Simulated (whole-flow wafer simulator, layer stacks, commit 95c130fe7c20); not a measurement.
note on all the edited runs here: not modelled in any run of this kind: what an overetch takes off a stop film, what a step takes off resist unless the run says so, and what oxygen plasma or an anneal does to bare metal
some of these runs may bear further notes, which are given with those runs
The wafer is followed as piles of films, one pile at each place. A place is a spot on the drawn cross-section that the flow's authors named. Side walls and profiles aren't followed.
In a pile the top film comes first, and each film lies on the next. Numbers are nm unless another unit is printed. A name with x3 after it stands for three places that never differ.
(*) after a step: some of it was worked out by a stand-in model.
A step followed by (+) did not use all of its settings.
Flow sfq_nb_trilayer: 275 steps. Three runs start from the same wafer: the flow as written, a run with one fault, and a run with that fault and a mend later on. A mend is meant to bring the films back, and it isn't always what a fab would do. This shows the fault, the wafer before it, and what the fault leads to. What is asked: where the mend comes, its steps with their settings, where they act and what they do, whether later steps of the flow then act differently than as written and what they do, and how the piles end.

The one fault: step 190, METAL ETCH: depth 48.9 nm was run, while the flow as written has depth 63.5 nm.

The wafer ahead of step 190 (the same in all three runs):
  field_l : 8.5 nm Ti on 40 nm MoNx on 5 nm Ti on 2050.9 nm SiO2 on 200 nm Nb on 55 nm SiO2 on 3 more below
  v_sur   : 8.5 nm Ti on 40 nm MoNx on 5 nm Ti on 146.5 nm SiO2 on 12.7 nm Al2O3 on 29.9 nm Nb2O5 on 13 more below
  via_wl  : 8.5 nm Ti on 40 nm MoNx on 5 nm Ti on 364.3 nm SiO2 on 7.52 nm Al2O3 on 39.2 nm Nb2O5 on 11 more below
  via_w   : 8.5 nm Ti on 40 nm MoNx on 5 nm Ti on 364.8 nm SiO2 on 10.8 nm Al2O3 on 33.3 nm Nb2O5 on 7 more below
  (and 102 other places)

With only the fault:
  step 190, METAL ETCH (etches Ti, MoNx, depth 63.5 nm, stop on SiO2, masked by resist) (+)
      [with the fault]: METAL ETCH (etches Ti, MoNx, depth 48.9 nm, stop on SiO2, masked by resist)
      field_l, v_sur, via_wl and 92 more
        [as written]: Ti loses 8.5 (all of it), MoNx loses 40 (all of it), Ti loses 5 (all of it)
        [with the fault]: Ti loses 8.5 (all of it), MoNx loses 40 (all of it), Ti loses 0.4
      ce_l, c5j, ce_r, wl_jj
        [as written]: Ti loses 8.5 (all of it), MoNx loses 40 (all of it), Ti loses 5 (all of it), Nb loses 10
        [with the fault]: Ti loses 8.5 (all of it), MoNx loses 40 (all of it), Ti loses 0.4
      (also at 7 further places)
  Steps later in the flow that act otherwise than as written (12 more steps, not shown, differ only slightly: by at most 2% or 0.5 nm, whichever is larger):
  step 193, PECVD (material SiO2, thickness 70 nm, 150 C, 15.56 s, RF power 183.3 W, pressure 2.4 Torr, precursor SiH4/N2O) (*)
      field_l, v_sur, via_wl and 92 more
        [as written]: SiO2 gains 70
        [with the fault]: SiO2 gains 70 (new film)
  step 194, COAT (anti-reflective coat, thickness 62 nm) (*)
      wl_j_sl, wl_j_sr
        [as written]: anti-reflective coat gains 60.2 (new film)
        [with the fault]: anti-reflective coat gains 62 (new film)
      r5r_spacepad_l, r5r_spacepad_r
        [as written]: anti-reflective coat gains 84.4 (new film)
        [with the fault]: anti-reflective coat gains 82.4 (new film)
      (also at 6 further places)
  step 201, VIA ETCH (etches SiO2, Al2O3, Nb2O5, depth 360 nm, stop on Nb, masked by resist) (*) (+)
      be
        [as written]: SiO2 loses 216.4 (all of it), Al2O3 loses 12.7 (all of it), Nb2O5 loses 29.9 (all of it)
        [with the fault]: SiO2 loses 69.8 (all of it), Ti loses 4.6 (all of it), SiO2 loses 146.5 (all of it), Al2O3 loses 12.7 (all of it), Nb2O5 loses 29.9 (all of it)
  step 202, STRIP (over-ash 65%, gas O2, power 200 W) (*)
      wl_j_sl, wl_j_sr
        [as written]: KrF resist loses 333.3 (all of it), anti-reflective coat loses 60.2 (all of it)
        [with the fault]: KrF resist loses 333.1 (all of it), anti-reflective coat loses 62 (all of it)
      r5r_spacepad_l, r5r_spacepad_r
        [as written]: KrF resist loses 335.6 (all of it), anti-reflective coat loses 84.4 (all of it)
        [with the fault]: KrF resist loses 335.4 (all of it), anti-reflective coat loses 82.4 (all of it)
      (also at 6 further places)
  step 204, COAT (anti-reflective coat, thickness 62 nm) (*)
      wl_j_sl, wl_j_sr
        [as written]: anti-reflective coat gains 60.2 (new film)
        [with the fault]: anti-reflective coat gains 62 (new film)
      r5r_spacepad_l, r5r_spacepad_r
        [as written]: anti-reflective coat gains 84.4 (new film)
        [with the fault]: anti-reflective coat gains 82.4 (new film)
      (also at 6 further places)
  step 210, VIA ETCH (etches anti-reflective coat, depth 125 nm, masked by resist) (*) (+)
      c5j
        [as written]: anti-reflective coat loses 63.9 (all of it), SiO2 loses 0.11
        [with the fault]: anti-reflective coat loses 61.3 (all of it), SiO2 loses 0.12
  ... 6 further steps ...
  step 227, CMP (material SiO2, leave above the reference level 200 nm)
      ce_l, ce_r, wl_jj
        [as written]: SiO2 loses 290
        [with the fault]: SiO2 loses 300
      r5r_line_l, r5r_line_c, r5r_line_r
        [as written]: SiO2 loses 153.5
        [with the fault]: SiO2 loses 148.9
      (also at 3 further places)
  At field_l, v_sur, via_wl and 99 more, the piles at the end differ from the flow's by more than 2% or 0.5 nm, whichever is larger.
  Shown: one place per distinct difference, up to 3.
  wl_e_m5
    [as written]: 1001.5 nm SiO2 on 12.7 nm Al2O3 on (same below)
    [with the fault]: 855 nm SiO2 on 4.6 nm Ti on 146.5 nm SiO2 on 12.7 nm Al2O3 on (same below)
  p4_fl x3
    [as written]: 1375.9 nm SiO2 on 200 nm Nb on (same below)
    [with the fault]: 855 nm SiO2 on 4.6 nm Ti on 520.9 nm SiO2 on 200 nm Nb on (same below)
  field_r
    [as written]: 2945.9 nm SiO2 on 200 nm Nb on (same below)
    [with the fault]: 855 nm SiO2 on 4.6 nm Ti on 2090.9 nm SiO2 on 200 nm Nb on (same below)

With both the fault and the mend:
  The mend stands after step 191.
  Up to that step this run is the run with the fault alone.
  step 191a, COAT (anti-reflective coat, thickness 62 nm) (*) (the flow's step 183, run once more)
      p4_fl x3, p4_w1 x9, p4_g1 x2 and 57 more
        anti-reflective coat gains 62 (new film)
      field_l, v_sur, via_wl, via_w, via_wr, l0v
        anti-reflective coat gains 62.2 (new film)
      via_sp, via_v, wire, ln_m6, lsp_r, l0_sur
        anti-reflective coat gains 62.3 (new film)
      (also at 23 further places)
  step 191b, COAT (KrF resist, thickness 600 nm) (*) (the flow's step 184, run once more)
      p4_fl x3, p4_w1 x9, p4_g1 x2 and 57 more
        KrF resist gains 600 (new film)
      v_sur, via_wl, via_w
        KrF resist gains 600.6 (new film)
      via_wr, via_sp, l0v
        KrF resist gains 600.7 (new film)
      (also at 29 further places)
  step 191c, SOFTBAKE (KrF resist) (the flow's step 185, run once more)
      alters no film at any place that is followed
  step 191d, EXPOSE (photomask R5, dose 12.12 mJ/cm2, NA 0.6, wavelength 248 nm) (*) (the flow's step 186, run once more)
      alters no film at any place that is followed
  step 191e, PEB (KrF resist, 90 s) (the flow's step 187, run once more)
      field_l, v_sur, via_wl and 75 more
        KrF resist loses 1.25
      via_v, wire, be and 14 more
        KrF resist loses 1.26
      c5j, ce_r, moat, r5r_space_c
        KrF resist loses 1.27
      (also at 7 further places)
  step 191f, DEVELOP (KrF resist, thickness 600 nm, 60 s) (the flow's step 188, run once more)
      p4_fl x3, p4_w1 x9, p4_g1 x2 and 57 more
        KrF resist loses 598.7 (all of it)
      be_r, r_sur, res, r_end, r5r_line_l, r5r_line_c, r5r_line_r
        KrF resist loses 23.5
      field_l, v_sur, via_wl
        KrF resist loses 599.3 (all of it)
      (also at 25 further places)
  step 191g, METAL ETCH (etches anti-reflective coat, depth 125 nm, masked by resist) (*) (+) (the flow's step 189, run once more)
      p4_fl x3, p4_w1 x9, p4_g1 x2 and 57 more
        anti-reflective coat loses 62 (all of it)
      be_r, r_sur, res, r_end, r5r_line_l, r5r_line_c, r5r_line_r
        KrF resist loses 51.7
      field_l, v_sur, via_wl, via_w, via_wr, l0v
        anti-reflective coat loses 62.2 (all of it)
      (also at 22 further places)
  step 191h, METAL ETCH (etches Ti, MoNx, depth 14.6 nm, stop on SiO2, masked by resist) (+) (the flow's step 190, run once more with other settings)
      field_l, v_sur, via_wl and 92 more
        Ti loses 4.6 (all of it)
      be_r, r_sur, res, r_end, r5r_line_l, r5r_line_c, r5r_line_r
        KrF resist loses 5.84
      ce_l, c5j, ce_r, wl_jj
        Ti loses 4.6 (all of it), Nb loses 10
  step 191i, STRIP (over-ash 65%, gas O2, power 200 W) (*) (the flow's step 191, run once more)
      r5r_line_l, r5r_line_c, r5r_line_r
        KrF resist loses 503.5 (all of it), anti-reflective coat loses 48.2 (all of it)
      be_r
        KrF resist loses 497.4 (all of it), anti-reflective coat loses 53.9 (all of it)
      r_sur
        KrF resist loses 497.4 (all of it), anti-reflective coat loses 57.6 (all of it)
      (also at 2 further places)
  None of the later steps of the flow acts differently than as written at any place that is followed.
  At every place that both follow, the piles at the end match the flow's.
